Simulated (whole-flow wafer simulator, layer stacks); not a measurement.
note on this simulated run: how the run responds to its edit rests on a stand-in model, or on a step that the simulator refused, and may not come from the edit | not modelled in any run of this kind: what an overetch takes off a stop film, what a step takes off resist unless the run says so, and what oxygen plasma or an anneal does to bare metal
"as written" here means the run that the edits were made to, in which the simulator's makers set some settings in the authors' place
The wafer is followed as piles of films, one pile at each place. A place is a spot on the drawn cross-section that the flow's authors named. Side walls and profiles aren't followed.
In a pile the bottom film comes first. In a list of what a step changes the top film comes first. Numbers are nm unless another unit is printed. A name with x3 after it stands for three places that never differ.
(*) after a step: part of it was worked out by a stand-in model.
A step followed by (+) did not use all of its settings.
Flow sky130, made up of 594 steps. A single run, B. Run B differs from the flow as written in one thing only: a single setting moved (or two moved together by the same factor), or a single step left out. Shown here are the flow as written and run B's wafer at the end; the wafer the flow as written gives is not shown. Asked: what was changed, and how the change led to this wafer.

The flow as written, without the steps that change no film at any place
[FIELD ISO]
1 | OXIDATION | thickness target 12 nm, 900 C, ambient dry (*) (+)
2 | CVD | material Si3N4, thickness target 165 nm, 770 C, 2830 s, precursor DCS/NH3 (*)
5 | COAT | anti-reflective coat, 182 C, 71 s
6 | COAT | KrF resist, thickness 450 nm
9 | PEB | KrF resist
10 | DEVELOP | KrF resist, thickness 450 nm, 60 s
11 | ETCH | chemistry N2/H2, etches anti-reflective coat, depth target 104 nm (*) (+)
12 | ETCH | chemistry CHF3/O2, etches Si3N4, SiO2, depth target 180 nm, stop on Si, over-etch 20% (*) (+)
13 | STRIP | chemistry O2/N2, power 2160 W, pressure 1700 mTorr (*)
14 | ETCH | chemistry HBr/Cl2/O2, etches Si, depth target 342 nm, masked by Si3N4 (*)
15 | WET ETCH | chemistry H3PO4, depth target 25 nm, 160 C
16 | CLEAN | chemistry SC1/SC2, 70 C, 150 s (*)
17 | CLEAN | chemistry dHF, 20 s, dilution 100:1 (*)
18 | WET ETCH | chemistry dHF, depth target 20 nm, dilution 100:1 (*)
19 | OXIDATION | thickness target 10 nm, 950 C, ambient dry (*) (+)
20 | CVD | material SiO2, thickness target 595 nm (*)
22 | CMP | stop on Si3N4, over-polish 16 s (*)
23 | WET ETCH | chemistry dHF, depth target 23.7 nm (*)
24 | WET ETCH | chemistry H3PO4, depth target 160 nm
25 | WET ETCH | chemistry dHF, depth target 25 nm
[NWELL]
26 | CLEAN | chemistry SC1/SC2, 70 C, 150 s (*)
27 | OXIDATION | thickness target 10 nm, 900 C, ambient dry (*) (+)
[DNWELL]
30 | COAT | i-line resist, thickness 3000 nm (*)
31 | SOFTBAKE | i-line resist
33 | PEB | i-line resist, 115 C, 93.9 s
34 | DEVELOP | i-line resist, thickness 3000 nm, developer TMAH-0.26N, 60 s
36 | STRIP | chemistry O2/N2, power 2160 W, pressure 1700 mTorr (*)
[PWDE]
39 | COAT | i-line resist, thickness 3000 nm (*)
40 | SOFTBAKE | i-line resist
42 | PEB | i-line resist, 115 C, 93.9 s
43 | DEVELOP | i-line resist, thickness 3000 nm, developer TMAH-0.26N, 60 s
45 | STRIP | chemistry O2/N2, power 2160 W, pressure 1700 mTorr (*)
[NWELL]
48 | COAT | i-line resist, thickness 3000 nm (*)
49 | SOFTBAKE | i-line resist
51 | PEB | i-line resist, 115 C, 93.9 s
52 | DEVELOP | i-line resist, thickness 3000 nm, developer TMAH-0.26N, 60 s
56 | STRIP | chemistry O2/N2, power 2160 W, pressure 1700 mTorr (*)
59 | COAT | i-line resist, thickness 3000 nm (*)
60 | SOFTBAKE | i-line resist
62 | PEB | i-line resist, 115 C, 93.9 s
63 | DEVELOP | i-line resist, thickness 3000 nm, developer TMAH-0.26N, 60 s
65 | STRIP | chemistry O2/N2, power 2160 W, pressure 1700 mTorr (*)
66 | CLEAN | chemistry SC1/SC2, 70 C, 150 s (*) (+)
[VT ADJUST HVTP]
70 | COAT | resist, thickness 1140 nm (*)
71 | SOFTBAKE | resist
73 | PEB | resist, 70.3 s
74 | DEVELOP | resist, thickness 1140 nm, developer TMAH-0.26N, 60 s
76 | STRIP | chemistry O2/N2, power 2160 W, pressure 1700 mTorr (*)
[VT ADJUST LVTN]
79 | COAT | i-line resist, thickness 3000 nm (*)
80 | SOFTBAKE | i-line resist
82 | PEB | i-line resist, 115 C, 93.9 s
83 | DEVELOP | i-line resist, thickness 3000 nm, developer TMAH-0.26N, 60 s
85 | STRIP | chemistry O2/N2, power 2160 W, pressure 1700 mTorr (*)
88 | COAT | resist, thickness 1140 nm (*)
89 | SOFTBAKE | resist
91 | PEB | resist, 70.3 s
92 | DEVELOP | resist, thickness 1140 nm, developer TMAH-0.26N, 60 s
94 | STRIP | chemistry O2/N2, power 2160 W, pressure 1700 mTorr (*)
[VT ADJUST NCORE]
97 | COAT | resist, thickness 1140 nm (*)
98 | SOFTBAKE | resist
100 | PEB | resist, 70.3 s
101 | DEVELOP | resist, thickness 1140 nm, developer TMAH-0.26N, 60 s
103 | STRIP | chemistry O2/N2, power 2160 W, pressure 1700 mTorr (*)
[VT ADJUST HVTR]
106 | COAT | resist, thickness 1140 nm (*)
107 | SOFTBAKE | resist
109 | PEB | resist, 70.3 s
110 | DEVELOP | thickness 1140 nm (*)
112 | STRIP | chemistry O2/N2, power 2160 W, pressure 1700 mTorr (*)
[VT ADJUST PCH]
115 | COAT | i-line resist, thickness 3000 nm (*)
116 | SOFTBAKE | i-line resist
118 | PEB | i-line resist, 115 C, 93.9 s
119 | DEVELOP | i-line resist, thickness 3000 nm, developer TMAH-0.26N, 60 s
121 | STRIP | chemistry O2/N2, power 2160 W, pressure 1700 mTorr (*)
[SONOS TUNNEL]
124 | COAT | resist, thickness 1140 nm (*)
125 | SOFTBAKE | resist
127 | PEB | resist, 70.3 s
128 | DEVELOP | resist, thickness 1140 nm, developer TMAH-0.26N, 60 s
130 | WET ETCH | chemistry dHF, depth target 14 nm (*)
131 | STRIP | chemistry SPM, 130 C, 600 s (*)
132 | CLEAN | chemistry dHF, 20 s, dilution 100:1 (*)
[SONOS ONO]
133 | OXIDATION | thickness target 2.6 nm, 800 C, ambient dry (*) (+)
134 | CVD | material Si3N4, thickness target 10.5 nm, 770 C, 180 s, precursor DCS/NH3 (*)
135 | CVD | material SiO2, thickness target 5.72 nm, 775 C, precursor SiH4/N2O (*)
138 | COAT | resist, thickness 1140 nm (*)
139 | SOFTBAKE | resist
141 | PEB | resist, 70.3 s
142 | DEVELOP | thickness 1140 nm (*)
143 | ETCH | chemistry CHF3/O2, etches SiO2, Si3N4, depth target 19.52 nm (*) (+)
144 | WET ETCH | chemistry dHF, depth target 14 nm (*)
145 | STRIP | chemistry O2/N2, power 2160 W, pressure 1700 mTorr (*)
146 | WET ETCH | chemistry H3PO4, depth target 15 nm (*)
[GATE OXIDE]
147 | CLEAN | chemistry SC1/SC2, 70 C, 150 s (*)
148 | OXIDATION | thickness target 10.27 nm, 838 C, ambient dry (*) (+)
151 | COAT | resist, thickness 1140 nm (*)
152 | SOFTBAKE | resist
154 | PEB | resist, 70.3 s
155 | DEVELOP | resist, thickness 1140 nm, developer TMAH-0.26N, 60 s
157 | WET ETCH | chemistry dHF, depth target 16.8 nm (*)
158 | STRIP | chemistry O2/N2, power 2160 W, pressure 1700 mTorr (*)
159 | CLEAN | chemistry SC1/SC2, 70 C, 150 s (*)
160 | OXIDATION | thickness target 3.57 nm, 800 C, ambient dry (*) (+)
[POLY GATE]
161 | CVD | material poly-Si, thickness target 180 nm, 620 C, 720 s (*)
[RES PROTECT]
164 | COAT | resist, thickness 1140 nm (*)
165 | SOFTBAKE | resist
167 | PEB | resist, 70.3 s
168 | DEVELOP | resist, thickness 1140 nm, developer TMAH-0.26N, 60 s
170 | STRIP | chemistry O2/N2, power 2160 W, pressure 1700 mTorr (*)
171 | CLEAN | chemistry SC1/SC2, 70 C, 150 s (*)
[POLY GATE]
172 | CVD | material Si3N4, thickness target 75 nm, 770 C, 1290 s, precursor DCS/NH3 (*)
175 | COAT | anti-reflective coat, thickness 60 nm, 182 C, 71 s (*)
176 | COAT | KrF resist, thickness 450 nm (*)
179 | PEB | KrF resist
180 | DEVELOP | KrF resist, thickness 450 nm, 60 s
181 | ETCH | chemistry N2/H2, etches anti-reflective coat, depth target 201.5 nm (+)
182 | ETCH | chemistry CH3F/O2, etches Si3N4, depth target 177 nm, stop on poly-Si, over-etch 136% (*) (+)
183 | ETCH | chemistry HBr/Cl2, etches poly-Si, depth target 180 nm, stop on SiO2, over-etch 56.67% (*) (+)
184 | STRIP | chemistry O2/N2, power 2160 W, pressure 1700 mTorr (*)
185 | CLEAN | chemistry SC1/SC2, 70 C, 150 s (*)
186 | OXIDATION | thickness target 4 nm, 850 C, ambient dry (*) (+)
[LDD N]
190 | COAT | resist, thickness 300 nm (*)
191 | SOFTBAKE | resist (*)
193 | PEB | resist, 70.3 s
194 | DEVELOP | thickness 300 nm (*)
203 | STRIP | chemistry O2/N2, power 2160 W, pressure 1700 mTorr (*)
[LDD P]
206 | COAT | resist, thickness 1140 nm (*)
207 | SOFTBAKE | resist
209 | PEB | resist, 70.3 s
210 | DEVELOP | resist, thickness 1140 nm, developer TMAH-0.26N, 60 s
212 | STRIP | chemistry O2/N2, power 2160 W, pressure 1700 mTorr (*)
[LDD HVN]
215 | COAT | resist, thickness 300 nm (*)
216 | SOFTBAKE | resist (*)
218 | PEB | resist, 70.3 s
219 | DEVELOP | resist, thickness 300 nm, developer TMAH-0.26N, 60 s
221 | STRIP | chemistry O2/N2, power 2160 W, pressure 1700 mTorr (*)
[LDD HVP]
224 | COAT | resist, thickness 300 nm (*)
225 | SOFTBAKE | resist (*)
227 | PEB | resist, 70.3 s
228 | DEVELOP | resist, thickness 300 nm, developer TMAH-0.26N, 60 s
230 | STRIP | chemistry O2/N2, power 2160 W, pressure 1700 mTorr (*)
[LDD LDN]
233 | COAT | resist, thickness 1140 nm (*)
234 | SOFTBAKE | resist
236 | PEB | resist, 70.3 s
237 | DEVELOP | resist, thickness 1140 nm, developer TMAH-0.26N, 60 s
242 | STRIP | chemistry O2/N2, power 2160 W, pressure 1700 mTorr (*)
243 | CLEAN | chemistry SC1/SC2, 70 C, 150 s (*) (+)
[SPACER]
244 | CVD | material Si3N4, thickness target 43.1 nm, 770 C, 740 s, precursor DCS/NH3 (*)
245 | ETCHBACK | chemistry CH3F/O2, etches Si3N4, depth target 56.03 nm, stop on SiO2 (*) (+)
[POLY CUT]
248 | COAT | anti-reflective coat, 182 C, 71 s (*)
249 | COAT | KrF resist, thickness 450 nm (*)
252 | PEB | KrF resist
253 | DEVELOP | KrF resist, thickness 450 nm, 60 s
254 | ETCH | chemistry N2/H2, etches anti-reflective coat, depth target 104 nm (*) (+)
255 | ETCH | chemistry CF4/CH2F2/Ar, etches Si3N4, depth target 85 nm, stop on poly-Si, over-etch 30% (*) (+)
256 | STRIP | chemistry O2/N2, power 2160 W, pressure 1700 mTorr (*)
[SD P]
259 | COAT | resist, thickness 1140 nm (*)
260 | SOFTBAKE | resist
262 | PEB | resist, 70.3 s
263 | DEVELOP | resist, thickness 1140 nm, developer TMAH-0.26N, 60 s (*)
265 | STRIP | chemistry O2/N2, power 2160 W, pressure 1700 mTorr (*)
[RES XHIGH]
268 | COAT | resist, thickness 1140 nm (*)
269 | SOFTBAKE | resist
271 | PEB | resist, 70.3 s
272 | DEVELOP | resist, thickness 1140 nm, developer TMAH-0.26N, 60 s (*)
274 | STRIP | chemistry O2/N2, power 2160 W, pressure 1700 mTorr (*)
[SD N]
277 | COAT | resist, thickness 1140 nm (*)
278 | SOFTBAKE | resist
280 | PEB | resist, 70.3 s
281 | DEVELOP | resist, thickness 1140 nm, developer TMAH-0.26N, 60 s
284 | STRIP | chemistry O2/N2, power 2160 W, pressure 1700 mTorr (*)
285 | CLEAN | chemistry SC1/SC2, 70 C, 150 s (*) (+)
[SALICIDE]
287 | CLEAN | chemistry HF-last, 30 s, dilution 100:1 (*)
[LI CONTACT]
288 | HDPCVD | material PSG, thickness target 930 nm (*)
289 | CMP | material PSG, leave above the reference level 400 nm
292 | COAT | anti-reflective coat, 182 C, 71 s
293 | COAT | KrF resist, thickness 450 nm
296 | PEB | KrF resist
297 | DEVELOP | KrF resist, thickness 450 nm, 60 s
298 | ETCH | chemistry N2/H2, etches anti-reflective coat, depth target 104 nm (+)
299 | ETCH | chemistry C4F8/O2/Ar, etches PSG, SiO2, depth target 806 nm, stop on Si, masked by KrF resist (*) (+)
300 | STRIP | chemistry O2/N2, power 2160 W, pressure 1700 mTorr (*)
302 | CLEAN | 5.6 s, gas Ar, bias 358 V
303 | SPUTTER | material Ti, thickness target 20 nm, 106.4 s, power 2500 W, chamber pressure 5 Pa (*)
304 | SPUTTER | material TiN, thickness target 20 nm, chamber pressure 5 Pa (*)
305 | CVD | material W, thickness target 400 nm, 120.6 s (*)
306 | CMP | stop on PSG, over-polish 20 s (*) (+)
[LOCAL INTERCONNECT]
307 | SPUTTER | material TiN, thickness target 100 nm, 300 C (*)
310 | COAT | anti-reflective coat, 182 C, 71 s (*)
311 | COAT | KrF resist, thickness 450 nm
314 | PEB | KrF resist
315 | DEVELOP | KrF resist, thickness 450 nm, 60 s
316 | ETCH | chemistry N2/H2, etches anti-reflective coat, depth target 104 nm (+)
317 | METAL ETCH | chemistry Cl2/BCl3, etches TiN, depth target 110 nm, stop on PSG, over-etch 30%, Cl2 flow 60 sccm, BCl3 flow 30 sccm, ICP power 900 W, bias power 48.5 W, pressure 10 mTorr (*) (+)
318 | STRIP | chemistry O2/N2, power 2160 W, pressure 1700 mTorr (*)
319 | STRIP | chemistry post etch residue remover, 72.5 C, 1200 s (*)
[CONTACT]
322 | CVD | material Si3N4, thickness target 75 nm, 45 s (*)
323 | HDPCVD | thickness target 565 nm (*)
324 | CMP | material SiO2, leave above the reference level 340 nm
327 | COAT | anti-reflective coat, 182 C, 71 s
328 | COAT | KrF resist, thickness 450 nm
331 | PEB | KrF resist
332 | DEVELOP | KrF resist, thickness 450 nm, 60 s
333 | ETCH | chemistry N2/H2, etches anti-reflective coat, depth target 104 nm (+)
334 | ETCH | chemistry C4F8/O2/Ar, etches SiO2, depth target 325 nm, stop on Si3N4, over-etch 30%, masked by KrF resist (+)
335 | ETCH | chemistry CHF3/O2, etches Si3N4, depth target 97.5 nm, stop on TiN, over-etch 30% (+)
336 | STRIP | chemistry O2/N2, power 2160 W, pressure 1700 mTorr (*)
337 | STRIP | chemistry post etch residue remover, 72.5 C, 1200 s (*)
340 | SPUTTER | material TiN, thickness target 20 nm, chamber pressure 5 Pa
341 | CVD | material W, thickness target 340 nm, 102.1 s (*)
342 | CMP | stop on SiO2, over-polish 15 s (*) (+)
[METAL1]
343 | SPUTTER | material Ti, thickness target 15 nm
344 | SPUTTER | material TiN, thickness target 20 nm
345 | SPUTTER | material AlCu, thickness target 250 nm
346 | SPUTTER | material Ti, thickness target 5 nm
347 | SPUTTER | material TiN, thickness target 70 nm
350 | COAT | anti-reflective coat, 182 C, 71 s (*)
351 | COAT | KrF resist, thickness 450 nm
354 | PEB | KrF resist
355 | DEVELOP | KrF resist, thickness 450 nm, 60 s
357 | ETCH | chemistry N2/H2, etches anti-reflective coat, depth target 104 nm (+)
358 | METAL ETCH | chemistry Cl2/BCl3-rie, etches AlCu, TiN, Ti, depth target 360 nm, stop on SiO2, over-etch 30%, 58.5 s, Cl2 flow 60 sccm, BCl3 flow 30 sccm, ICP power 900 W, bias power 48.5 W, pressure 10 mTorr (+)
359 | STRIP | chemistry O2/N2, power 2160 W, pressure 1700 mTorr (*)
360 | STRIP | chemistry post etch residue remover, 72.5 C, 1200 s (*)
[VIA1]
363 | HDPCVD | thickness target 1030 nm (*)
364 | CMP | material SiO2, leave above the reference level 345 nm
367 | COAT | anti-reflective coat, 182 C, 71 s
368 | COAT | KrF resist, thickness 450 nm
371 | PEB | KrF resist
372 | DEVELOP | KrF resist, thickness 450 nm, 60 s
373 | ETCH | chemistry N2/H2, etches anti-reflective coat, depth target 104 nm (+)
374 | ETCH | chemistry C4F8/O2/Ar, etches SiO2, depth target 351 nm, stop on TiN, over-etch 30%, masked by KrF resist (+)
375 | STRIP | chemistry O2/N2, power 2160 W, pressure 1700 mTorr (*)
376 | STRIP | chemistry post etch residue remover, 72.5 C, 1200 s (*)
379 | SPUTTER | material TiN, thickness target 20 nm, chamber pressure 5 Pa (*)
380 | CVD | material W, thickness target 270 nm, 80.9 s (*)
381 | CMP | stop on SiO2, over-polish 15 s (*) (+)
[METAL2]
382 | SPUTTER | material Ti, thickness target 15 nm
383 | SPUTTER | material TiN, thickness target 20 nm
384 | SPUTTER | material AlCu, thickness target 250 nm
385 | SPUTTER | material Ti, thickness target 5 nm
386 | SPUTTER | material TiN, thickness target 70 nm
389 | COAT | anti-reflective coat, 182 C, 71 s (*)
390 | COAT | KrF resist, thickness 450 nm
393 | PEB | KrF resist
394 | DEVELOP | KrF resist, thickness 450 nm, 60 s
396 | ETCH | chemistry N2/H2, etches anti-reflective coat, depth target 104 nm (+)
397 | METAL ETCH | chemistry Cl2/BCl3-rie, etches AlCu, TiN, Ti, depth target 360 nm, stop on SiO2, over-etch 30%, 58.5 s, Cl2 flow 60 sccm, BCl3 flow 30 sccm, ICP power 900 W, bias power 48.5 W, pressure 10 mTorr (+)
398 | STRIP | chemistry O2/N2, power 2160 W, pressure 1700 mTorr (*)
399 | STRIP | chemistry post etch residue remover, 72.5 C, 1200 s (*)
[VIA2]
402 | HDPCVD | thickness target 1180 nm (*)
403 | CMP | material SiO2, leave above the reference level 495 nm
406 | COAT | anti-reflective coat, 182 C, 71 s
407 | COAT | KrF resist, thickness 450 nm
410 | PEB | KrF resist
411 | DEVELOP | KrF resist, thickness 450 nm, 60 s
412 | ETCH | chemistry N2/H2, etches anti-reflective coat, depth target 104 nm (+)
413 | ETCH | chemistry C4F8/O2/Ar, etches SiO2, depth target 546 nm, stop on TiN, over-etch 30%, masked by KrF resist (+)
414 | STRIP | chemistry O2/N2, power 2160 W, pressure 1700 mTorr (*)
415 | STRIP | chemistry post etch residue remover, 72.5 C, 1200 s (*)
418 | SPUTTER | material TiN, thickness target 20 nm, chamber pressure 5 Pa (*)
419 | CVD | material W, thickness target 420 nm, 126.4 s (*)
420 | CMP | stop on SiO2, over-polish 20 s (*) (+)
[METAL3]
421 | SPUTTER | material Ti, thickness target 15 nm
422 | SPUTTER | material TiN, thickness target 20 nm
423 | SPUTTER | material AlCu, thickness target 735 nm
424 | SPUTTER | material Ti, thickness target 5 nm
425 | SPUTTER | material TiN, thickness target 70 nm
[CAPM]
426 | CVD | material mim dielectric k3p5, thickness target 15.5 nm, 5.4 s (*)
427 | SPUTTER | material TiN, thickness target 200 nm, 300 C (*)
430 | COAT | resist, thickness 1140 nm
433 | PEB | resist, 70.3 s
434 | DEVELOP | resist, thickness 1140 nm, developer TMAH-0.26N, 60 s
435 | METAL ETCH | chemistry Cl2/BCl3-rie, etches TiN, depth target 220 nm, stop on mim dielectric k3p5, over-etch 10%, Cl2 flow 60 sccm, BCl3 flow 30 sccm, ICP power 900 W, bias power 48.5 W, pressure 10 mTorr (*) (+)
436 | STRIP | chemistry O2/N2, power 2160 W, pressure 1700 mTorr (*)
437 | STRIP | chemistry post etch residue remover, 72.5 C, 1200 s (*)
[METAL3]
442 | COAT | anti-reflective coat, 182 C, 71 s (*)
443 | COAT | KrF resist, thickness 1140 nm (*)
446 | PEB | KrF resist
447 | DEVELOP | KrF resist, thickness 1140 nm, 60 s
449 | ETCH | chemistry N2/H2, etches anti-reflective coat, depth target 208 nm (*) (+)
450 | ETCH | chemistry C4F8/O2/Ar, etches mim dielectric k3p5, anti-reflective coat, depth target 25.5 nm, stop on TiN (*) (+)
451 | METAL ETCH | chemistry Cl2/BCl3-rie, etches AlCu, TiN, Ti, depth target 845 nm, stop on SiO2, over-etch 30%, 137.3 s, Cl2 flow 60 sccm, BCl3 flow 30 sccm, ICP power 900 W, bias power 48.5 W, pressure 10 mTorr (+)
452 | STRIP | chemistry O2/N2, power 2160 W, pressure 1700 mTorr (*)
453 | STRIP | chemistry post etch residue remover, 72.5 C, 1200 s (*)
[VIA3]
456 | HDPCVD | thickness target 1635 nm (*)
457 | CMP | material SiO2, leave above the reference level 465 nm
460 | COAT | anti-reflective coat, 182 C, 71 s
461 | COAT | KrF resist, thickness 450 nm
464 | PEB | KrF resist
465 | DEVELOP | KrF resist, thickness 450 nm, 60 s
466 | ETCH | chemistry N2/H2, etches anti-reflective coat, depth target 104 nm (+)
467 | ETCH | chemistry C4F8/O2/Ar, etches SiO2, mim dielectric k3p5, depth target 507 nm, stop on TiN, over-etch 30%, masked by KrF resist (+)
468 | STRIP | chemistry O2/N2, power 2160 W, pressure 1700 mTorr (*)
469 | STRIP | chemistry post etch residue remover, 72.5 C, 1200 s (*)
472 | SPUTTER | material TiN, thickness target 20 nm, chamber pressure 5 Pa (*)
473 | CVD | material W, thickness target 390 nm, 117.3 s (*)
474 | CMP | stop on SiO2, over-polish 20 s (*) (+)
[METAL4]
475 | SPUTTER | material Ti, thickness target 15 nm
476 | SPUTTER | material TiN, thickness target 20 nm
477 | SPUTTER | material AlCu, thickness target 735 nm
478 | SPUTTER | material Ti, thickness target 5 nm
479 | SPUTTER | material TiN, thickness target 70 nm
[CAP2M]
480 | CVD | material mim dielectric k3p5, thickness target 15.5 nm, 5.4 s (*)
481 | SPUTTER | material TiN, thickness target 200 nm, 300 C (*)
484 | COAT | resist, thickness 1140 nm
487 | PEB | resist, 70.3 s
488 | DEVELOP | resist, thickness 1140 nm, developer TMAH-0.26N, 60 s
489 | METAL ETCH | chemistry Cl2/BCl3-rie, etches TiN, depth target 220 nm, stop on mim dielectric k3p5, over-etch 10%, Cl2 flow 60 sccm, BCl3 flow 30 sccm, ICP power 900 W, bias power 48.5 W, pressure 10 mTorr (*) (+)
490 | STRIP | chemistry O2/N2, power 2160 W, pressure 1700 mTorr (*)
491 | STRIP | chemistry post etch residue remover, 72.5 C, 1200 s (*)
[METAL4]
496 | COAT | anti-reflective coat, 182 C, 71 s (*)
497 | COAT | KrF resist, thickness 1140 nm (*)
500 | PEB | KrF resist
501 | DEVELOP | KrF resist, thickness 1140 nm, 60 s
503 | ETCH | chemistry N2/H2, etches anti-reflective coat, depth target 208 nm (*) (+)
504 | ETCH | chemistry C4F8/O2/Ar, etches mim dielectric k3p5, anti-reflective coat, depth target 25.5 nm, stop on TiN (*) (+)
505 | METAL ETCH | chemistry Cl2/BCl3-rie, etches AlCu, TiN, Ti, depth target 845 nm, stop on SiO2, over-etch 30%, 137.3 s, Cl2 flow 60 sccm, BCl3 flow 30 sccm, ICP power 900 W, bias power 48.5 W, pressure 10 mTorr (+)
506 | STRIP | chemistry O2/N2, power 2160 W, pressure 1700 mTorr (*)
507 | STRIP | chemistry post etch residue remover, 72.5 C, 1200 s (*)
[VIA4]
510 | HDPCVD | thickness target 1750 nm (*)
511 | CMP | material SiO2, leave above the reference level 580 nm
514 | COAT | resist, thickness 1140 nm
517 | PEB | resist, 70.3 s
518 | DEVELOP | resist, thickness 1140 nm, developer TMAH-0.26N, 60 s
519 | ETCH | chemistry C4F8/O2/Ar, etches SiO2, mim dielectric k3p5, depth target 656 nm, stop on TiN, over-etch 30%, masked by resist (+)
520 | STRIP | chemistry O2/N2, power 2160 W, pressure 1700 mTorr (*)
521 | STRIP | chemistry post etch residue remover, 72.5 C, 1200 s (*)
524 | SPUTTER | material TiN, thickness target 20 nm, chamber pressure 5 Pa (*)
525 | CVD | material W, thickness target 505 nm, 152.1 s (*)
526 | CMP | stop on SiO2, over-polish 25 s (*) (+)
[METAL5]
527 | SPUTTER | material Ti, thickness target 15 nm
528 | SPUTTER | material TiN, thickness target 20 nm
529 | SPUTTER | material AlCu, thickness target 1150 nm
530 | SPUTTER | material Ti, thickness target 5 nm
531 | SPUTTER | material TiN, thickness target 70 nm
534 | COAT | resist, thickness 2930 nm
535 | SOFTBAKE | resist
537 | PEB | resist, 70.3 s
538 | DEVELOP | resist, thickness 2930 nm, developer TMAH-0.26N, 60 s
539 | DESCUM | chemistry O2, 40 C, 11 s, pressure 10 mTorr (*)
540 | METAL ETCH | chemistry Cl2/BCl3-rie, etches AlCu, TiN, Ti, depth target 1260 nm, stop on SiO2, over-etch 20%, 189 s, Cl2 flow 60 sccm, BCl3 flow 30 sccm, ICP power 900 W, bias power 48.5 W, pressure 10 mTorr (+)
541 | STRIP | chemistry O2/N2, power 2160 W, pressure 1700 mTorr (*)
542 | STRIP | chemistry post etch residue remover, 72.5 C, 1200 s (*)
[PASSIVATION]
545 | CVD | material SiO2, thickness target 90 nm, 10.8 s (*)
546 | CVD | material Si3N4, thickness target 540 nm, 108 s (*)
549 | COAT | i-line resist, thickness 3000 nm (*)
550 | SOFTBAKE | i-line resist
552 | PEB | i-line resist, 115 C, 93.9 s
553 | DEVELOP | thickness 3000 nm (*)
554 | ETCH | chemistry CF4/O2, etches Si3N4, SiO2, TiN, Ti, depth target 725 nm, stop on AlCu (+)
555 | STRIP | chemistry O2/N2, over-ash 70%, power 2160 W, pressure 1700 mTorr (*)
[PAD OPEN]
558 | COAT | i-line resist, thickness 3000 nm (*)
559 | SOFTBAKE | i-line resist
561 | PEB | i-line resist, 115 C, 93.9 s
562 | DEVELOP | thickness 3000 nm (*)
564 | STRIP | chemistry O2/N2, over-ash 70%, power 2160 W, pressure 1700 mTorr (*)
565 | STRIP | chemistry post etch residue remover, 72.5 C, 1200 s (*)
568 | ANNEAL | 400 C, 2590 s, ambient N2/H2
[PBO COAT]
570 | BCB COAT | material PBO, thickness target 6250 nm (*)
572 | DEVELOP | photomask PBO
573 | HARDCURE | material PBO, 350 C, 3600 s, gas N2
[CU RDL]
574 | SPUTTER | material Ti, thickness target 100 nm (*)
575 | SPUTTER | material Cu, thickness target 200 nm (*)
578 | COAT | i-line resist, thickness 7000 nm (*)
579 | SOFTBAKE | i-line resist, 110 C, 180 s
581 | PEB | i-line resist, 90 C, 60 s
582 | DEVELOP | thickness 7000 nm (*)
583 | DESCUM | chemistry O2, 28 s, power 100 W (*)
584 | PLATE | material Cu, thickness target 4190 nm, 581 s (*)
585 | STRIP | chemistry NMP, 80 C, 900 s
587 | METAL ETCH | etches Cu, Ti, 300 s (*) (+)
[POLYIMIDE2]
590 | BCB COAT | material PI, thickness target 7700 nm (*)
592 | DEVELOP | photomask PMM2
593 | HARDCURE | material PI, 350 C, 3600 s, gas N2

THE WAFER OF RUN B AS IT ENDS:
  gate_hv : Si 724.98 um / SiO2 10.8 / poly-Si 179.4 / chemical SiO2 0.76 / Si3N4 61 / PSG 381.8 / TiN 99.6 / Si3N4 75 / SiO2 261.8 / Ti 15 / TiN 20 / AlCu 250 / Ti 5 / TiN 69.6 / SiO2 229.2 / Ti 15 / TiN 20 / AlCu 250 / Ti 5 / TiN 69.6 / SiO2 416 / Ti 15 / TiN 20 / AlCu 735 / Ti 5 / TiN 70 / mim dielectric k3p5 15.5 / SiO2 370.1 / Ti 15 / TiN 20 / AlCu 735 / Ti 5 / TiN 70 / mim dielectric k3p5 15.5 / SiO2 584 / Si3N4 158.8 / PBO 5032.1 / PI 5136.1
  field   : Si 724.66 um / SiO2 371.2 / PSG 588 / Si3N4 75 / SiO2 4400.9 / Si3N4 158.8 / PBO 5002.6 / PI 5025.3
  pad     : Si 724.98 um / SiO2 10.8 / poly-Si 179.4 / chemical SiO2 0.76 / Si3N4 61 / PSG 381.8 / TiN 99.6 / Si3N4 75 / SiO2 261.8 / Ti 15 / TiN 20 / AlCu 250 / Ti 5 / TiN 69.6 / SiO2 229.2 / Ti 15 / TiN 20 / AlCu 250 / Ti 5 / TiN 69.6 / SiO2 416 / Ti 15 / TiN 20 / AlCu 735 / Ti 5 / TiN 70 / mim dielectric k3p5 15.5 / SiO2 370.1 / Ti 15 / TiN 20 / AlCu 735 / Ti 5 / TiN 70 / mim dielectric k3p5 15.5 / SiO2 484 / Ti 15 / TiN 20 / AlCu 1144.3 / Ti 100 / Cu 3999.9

The reason: step 364, CMP: leave above the reference level 307 nm was run, whereas the flow has leave above the reference level 345 nm.

The path from the change to this, step by step:
  364 | CMP | material SiO2, leave above the reference level 345 nm
      n_well, p_well, gate_hv and 100 more: SiO2 loses 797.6 (as written it would have been: SiO2 loses 759.6)
      field, active, gate and 81 more: SiO2 loses 427.1 (as written it would have been: SiO2 loses 389.1)
      (and at 4 other places as well)
  374 | ETCH | chemistry C4F8/O2/Ar, etches SiO2, depth target 351 nm, stop on TiN, over-etch 30%, masked by KrF resist (+)
      field, active, n_well and 186 more: KrF resist loses 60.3 (as written it would have been: KrF resist loses 70.1)
      m1, via1_hole: SiO2 loses 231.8 (all of it) (as written it would have been: SiO2 loses 269.8 (all of it))
  375 | STRIP | chemistry O2/N2, power 2160 W, pressure 1700 mTorr (*)
      field, active, n_well and 186 more: KrF resist loses 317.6 (all of it), anti-reflective coat loses 80 (all of it) (as written it would have been: KrF resist loses 307.7 (all of it), anti-reflective coat loses 80 (all of it))
  379 | SPUTTER | material TiN, thickness target 20 nm, chamber pressure 5 Pa (*)
      m1: TiN gains 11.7 (as written it would have been: TiN gains 11)
      via1_hole: TiN gains 11.7 (as written it would have been: TiN gains 10.9)
  380 | CVD | material W, thickness target 270 nm, 80.9 s (*)
      m1: W gains 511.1 (new film) (as written it would have been: W gains 549.9 (new film))
      via1_hole: W gains 511.2 (new film) (as written it would have been: W gains 549.9 (new film))
